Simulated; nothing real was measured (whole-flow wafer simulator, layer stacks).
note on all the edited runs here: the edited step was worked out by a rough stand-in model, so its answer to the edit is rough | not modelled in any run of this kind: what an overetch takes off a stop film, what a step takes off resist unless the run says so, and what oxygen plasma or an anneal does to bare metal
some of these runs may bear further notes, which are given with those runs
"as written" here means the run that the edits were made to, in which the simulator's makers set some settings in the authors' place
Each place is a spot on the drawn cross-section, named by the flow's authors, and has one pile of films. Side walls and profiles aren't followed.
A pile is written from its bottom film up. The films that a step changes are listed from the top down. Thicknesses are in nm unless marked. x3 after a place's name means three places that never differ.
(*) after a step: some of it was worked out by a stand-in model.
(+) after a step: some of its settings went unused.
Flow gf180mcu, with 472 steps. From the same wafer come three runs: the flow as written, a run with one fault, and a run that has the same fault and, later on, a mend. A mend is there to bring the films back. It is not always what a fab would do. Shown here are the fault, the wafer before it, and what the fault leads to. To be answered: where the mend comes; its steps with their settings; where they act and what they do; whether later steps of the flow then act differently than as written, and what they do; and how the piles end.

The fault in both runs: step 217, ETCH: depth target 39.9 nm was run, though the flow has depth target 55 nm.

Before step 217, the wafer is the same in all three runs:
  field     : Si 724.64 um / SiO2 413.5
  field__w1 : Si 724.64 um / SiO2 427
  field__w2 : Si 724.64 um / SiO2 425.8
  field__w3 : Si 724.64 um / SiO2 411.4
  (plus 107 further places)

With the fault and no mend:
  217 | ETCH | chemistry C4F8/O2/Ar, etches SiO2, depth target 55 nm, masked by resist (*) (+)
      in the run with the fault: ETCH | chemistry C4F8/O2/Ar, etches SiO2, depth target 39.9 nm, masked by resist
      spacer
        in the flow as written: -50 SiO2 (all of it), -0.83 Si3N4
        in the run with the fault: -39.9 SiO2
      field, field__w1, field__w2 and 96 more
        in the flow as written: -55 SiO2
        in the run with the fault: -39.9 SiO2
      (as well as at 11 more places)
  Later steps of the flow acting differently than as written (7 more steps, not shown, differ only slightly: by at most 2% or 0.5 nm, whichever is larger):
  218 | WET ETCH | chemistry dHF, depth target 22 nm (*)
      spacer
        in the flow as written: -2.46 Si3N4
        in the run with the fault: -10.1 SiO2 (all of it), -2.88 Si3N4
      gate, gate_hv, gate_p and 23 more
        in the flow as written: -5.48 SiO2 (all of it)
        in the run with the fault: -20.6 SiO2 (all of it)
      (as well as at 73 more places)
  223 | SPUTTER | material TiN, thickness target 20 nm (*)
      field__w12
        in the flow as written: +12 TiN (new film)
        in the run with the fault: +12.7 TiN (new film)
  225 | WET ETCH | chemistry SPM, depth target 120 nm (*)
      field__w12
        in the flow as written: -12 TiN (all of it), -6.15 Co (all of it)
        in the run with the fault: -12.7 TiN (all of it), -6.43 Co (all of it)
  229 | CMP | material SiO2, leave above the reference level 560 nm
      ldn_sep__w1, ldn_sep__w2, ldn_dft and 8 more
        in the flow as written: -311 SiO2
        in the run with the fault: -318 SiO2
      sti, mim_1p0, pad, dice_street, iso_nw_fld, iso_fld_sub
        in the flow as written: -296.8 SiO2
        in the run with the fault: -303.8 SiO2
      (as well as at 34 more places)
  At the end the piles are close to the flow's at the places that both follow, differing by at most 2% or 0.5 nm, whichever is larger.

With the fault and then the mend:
  After step 217 comes the mend.
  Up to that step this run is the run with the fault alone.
  217a | ETCH | chemistry C4F8/O2/Ar, etches SiO2, depth target 15.1 nm, masked by resist (*) (+) (the flow's step 217 again, with other settings)
      field, field__w1, field__w2 and 96 more
        -15.1 SiO2
      field__w5, field__w9, field__w13 and 8 more
        -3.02 resist
      spacer
        -10.1 SiO2 (all of it), -0.83 Si3N4
  Every later step of the flow that is run acts as written at every place that is followed.
  The piles end the same as the flow's at every place that both follow.
